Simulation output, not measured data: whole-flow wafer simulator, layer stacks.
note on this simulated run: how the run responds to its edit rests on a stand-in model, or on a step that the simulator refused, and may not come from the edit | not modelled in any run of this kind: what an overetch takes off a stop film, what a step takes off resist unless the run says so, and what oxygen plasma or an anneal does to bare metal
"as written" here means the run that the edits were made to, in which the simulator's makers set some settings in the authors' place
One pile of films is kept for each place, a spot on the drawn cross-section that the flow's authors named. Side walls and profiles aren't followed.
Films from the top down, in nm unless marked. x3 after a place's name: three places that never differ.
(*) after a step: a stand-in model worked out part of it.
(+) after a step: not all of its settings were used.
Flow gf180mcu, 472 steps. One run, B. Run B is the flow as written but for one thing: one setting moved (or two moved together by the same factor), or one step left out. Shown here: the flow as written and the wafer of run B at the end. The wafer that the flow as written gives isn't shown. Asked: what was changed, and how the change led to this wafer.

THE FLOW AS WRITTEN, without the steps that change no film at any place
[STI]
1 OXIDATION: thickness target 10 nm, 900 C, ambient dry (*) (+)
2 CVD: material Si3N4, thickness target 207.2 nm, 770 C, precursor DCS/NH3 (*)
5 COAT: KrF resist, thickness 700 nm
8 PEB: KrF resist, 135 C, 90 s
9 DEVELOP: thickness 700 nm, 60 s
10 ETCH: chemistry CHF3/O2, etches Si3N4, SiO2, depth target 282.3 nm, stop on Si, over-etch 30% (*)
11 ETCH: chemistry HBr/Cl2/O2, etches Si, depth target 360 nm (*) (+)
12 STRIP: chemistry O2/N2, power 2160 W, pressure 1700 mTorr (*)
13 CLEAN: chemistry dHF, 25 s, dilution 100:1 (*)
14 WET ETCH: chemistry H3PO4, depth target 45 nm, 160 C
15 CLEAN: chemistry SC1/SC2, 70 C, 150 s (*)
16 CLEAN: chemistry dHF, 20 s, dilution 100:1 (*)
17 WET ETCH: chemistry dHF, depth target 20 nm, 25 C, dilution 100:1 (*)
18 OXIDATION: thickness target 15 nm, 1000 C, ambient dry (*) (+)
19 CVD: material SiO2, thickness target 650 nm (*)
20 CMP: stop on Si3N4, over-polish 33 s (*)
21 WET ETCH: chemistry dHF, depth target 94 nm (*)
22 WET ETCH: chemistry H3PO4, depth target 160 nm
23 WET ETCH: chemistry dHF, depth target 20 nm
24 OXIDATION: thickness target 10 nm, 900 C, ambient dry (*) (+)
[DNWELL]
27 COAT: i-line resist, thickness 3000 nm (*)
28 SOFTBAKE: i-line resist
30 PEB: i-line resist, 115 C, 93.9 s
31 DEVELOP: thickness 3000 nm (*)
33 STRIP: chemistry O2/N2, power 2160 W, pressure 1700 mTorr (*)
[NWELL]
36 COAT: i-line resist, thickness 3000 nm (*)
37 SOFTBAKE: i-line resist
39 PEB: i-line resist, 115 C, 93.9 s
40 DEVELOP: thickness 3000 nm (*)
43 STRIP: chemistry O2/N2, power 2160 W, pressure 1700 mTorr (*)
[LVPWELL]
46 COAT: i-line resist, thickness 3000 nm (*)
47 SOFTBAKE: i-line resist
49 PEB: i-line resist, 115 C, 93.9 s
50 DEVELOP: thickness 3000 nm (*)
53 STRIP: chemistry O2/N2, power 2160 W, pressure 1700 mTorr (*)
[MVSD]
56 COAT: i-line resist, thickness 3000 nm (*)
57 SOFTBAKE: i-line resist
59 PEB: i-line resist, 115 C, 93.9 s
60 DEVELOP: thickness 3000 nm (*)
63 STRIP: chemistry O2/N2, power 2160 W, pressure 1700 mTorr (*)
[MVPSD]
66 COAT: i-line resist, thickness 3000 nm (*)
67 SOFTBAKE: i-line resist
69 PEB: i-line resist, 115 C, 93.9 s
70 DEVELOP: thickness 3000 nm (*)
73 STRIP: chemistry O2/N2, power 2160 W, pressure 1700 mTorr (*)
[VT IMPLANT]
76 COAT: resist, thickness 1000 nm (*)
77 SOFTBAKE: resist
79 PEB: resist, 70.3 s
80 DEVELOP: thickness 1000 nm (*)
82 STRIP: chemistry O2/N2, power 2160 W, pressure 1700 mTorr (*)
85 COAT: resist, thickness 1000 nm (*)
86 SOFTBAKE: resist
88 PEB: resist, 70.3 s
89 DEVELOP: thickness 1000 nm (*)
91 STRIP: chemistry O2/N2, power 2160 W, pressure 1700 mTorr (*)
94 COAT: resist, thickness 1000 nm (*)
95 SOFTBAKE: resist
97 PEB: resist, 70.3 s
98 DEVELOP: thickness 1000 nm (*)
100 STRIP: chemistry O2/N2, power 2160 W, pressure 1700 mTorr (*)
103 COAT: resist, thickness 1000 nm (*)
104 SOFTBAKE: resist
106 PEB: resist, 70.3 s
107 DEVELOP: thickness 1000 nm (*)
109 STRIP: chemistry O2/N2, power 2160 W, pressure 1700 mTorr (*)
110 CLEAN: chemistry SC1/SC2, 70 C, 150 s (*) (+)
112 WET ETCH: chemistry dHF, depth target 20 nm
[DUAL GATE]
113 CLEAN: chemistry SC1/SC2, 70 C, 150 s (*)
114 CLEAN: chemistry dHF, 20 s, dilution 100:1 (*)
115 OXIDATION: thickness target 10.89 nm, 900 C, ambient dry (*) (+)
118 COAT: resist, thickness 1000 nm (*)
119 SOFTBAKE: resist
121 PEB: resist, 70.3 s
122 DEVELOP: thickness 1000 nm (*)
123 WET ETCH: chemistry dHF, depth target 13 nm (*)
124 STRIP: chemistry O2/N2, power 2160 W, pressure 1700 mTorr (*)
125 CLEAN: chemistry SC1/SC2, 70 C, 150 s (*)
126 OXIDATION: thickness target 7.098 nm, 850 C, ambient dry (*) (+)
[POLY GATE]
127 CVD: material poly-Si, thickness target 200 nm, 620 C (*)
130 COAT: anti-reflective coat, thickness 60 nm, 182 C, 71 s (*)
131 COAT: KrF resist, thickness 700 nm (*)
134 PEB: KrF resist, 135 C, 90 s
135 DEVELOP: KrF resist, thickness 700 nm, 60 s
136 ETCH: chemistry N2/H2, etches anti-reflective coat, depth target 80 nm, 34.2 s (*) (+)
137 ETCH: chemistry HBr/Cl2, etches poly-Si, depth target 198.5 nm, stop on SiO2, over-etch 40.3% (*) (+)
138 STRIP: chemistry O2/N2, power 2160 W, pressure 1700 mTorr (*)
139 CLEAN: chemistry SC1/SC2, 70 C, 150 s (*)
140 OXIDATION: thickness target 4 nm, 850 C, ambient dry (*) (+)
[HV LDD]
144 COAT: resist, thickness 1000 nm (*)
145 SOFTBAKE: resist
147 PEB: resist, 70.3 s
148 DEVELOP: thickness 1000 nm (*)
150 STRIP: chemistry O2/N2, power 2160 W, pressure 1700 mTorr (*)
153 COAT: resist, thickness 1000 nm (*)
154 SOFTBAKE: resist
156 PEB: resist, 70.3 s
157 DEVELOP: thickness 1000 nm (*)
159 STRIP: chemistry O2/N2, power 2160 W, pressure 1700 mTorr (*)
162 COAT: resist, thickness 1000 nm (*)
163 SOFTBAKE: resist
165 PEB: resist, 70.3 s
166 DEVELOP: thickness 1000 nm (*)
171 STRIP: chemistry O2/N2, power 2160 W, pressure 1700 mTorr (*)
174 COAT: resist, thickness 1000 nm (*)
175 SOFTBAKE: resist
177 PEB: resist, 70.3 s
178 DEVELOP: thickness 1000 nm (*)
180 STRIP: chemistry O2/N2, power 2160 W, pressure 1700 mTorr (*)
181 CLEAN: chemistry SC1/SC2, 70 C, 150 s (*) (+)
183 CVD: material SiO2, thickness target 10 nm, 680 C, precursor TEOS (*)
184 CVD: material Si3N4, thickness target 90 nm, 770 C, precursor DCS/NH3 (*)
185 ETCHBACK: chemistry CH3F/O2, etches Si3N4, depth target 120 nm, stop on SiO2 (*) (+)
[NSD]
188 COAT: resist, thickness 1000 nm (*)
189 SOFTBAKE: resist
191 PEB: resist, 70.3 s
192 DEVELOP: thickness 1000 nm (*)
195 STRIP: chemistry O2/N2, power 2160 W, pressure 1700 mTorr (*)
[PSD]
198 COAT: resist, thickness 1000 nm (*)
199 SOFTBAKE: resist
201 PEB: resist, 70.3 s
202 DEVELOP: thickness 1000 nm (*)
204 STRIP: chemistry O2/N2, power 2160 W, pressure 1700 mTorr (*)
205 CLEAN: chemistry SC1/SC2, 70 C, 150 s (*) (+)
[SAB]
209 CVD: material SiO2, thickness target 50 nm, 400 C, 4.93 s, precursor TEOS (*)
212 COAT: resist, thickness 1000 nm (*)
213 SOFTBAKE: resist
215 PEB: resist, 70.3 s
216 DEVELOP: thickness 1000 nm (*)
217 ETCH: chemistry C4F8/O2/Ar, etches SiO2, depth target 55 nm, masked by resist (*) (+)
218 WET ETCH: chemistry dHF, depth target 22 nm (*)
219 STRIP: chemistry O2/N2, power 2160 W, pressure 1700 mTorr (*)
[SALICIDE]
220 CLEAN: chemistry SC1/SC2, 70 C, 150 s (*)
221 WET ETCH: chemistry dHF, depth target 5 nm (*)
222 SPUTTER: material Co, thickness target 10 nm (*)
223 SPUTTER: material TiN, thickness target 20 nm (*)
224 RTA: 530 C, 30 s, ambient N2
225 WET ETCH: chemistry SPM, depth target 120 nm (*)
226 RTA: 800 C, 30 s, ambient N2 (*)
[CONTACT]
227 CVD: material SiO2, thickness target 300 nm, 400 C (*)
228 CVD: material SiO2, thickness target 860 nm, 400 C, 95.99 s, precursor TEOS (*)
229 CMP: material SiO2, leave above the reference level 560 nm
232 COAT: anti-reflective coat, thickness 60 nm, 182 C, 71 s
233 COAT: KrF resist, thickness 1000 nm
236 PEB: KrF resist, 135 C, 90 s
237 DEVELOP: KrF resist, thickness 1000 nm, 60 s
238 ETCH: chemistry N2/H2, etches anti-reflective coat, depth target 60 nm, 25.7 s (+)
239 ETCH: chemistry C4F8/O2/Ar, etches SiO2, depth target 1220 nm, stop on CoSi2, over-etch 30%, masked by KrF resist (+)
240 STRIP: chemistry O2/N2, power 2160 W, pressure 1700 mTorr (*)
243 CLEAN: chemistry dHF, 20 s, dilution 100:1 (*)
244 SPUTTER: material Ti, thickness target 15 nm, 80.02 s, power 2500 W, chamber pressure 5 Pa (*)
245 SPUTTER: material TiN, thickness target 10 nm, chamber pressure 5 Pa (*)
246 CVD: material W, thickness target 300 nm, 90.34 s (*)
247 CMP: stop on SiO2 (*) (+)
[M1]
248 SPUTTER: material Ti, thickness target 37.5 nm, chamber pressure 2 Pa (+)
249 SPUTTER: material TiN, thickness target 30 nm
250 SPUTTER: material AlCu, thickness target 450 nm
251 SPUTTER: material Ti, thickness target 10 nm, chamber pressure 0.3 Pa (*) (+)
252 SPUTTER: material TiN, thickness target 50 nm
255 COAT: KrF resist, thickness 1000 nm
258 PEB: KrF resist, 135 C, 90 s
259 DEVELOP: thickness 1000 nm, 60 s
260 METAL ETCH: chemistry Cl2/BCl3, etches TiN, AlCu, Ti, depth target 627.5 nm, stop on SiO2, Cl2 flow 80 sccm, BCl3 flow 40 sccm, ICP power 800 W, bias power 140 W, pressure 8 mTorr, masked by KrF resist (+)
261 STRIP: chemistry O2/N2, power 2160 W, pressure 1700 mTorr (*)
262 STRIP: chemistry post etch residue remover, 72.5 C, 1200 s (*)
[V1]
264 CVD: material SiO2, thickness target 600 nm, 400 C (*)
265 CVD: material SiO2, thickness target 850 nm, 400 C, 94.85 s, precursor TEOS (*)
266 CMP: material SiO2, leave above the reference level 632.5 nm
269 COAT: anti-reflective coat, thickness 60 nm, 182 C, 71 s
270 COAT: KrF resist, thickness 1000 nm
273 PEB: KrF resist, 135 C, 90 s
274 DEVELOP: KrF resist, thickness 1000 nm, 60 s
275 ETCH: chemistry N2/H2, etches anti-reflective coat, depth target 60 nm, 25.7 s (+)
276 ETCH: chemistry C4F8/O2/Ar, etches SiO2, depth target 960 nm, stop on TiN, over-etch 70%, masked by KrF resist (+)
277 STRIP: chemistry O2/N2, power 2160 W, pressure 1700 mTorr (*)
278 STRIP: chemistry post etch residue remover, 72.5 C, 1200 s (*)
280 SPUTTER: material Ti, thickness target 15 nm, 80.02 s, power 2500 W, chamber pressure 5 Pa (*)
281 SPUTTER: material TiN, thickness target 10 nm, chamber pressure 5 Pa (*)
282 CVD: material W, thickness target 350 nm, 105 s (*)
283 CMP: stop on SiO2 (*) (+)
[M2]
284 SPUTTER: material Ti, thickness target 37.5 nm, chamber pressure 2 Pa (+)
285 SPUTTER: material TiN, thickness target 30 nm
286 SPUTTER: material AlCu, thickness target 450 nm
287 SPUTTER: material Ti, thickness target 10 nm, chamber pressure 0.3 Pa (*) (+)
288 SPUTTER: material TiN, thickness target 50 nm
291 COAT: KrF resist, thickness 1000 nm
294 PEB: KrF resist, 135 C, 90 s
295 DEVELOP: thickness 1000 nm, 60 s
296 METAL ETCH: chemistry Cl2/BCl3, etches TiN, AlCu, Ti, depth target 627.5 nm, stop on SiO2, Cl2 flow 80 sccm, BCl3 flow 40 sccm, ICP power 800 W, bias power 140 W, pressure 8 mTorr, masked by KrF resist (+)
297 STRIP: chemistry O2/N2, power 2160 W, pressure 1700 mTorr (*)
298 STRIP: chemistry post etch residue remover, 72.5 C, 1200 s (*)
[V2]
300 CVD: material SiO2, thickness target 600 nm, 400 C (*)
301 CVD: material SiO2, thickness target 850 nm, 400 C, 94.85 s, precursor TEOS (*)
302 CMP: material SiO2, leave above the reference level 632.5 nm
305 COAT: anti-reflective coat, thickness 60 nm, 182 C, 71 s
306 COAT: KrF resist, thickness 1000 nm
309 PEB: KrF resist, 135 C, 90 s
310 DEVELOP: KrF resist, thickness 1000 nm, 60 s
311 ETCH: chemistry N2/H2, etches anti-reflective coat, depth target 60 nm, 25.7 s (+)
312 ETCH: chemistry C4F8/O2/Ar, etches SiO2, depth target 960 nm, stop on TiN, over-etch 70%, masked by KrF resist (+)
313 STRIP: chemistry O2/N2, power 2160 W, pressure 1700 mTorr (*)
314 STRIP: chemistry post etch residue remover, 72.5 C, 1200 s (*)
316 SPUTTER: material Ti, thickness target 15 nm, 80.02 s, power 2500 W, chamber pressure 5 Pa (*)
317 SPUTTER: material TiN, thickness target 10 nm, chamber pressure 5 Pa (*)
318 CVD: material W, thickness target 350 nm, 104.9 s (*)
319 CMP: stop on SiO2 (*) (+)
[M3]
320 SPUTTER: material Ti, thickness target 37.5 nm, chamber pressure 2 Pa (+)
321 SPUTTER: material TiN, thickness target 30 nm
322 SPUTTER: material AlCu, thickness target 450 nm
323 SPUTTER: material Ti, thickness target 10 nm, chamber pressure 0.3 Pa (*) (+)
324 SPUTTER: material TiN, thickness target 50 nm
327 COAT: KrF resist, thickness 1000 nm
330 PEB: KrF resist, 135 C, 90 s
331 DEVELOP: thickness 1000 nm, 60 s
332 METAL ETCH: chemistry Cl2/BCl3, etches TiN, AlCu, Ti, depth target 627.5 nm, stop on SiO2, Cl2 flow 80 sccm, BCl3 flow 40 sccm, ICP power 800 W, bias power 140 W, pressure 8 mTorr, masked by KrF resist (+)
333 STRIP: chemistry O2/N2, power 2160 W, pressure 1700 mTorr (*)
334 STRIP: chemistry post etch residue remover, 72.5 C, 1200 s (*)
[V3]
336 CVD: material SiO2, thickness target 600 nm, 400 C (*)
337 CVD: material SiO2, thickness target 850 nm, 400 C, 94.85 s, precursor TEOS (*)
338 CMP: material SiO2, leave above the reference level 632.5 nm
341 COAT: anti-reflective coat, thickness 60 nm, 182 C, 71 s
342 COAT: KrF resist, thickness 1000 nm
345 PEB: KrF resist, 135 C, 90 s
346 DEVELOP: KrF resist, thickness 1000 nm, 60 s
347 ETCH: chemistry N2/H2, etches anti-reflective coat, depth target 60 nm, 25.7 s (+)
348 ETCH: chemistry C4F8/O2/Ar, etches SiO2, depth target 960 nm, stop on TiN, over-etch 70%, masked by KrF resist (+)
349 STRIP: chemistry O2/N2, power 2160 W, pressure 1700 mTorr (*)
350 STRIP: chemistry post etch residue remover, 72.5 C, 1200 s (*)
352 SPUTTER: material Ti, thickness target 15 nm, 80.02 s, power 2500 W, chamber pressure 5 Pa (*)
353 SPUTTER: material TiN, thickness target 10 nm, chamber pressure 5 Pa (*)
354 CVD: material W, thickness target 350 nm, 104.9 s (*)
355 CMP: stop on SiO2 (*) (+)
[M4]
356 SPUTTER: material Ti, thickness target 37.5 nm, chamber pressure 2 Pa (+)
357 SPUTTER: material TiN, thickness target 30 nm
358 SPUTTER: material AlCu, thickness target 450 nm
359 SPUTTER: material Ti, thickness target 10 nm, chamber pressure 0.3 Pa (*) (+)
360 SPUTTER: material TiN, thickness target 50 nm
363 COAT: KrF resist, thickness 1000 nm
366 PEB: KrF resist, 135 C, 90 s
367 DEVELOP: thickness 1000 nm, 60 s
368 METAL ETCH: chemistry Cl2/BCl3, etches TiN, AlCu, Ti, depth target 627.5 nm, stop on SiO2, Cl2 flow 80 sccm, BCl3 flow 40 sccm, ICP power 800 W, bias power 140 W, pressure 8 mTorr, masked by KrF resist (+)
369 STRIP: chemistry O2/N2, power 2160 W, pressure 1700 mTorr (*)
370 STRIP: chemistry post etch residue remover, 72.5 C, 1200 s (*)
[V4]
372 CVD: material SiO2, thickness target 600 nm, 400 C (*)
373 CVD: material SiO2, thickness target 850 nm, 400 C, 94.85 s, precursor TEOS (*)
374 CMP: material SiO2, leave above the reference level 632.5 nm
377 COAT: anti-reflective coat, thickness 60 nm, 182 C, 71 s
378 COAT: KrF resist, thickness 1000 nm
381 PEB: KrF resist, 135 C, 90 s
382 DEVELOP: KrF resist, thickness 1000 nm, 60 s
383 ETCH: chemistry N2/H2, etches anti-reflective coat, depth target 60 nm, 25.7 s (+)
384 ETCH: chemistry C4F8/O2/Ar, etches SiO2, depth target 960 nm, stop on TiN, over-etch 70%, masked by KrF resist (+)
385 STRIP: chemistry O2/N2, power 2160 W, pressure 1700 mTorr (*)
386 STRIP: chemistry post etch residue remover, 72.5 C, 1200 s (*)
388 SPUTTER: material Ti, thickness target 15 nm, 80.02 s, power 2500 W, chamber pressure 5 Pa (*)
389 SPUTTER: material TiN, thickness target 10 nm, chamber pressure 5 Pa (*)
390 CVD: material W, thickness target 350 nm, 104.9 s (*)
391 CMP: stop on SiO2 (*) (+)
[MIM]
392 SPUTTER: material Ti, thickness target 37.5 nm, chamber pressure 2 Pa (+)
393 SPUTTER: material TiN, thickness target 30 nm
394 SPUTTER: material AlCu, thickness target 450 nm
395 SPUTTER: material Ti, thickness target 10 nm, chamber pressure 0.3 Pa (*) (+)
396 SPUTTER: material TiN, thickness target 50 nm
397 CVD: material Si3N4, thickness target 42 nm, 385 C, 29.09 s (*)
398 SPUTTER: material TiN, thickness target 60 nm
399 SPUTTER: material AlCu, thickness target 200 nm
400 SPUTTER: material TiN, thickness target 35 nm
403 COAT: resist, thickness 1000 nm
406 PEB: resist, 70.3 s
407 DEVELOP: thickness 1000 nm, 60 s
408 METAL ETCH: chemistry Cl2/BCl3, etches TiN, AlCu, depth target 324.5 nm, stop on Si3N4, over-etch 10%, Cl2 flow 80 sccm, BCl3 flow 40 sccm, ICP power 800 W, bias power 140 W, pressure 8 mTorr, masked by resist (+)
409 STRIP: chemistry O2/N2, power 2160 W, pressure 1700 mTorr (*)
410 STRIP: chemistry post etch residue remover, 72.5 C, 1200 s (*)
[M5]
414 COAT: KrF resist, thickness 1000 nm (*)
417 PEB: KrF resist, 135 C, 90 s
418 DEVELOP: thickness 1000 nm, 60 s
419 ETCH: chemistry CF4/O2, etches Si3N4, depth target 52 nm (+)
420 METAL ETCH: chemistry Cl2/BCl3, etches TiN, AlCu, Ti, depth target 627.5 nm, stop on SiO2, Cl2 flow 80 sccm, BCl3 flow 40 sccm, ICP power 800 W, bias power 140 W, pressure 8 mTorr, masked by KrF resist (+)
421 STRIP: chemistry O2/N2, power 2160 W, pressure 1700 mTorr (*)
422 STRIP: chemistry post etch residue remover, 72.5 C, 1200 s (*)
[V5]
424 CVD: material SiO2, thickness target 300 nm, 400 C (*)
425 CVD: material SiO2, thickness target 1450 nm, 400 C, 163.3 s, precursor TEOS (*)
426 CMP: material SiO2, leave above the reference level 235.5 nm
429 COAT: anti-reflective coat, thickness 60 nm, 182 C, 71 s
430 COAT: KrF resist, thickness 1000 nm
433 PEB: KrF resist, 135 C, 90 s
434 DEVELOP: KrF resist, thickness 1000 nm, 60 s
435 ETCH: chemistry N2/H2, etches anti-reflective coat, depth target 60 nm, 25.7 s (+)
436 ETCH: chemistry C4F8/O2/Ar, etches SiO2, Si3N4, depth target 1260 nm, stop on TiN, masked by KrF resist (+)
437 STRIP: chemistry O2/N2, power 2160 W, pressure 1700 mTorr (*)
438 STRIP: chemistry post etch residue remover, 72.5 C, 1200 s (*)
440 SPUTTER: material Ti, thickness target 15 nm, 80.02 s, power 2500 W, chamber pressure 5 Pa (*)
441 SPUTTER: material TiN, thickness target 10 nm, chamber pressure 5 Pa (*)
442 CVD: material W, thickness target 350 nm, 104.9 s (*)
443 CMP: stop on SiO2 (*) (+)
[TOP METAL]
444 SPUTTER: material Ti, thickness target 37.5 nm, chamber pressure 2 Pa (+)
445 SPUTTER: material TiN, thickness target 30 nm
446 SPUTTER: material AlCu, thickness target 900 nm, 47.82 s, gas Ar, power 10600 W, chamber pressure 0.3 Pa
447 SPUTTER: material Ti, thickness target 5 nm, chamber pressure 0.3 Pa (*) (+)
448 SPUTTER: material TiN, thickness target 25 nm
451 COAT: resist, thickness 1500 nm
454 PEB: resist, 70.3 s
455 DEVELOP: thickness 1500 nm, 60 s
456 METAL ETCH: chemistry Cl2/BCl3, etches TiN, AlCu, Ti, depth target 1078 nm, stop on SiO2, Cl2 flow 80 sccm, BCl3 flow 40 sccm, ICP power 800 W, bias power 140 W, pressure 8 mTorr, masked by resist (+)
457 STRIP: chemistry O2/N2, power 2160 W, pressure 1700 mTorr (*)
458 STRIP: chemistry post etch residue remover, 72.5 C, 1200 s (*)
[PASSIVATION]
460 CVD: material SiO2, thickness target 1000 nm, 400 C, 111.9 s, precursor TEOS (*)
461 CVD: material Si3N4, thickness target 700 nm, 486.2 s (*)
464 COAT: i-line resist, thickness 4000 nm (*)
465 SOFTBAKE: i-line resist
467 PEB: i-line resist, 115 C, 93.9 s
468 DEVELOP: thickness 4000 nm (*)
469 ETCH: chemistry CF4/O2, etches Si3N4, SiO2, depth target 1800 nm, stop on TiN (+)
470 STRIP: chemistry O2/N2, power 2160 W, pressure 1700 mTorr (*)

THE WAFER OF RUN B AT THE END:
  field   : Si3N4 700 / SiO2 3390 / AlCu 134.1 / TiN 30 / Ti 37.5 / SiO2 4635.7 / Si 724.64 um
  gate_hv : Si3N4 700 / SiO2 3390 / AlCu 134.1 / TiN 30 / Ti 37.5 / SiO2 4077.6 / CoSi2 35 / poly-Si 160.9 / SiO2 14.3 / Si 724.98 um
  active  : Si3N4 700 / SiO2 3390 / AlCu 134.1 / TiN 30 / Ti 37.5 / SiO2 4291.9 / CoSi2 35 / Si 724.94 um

The cause: step 368, METAL ETCH: depth target 370.2 nm was run, where the flow has depth target 627.5 nm.

How the change led to this, step by step:
  368 METAL ETCH: chemistry Cl2/BCl3, etches TiN, AlCu, Ti, depth target 627.5 nm, stop on SiO2, Cl2 flow 80 sccm, BCl3 flow 40 sccm, ICP power 800 W, bias power 140 W, pressure 8 mTorr, masked by KrF resist (+)
      field, field__w1, field__w2 and 103 more: TiN -50 (all of it), Ti -10 (all of it), AlCu -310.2 (as written it would be: TiN -50 (all of it), Ti -10 (all of it), AlCu -450 (all of it), TiN -30 (all of it), Ti -37.5 (all of it))
      field__w8, contact, m1, m1__w1, m1_nw: KrF resist -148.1 (as written it would be: KrF resist -251)
  369 STRIP: chemistry O2/N2, power 2160 W, pressure 1700 mTorr (*)
      field__w8, contact, m1, m1__w1, m1_nw: KrF resist -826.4 (all of it) (as written it would be: KrF resist -723.5 (all of it))
  370 STRIP: chemistry post etch residue remover, 72.5 C, 1200 s (*)
      field, field__w1, field__w2 and 103 more: AlCu -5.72 (as written it would be: nothing)
  372 CVD: material SiO2, thickness target 600 nm, 400 C (*)
      field, field__w1, field__w2 and 103 more: SiO2 +600 (new film) (as written it would be: SiO2 +600)
  374 CMP: material SiO2, leave above the reference level 632.5 nm
      field, field__w1, field__w2 and 103 more: SiO2 -501.6 (as written it would be: SiO2 -300)
Counting metal films that touch as one body, field has 1 body; the flow as written gives 0 bodies.
Counting metal films that touch as one body, gate_hv has 2 bodies (between them, from the top down: SiO2 4077.6); the flow as written gives 1 body.
Counting metal films that touch as one body, active has 2 bodies (between them, from the top down: SiO2 4291.9); the flow as written gives 1 body.
